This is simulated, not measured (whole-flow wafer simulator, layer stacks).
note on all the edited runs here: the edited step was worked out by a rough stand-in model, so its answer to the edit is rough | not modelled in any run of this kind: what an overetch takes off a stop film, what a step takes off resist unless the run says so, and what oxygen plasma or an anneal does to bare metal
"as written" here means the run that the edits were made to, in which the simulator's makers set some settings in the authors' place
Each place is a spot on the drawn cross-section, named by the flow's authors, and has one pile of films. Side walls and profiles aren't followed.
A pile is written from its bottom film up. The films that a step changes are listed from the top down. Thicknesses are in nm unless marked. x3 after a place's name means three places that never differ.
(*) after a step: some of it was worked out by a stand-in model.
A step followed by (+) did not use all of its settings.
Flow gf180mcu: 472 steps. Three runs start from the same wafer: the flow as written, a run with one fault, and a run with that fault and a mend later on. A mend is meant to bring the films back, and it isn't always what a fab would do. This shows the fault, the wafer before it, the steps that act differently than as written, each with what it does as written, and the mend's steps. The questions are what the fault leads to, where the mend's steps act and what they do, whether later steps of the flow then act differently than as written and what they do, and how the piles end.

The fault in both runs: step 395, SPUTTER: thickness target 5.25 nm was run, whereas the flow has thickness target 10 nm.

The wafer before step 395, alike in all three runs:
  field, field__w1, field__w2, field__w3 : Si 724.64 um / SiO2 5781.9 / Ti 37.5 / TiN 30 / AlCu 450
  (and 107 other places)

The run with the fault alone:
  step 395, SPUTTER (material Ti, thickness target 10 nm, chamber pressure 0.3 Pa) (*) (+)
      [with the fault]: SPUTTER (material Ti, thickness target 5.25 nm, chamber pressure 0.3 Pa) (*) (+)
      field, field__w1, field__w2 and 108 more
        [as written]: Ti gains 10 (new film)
        [with the fault]: Ti gains 5.25 (new film)
  Steps further on in the flow that do not act as written (not shown: 2 more steps that differ only slightly, by at most 2% or 0.5 nm, whichever is larger):
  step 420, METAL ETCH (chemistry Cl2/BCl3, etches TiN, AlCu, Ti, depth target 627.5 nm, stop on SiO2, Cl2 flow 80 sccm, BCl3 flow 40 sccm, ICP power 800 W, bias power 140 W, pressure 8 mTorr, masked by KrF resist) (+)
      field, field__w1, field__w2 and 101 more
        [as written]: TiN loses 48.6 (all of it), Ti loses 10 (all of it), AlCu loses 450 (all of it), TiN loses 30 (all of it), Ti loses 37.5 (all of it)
        [with the fault]: TiN loses 48.6 (all of it), Ti loses 5.25 (all of it), AlCu loses 450 (all of it), TiN loses 30 (all of it), Ti loses 37.5 (all of it)
  The piles end different from the flow's at field__w4, field__w8, contact, m1, m1__w1, mim, mim_1p0, m1_nw by more than 2% or 0.5 nm, whichever is larger.
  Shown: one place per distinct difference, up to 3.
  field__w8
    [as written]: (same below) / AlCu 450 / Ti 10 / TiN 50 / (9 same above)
    [with the fault]: (same below) / AlCu 450 / Ti 5.25 / TiN 50 / (9 same above)
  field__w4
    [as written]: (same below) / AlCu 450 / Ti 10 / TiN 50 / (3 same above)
    [with the fault]: (same below) / AlCu 450 / Ti 5.25 / TiN 50 / (3 same above)
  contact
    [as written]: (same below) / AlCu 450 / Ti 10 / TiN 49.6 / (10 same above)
    [with the fault]: (same below) / AlCu 450 / Ti 5.25 / TiN 49.6 / (10 same above)

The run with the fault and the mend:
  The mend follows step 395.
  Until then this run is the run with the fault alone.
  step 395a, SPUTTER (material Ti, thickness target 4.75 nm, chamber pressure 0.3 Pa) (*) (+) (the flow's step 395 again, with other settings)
      field, field__w1, field__w2 and 108 more
        Ti gains 4.75
  Later steps of the flow that are run all act as written at every place that is followed.
  The piles end the same as the flow's at every place that both follow.
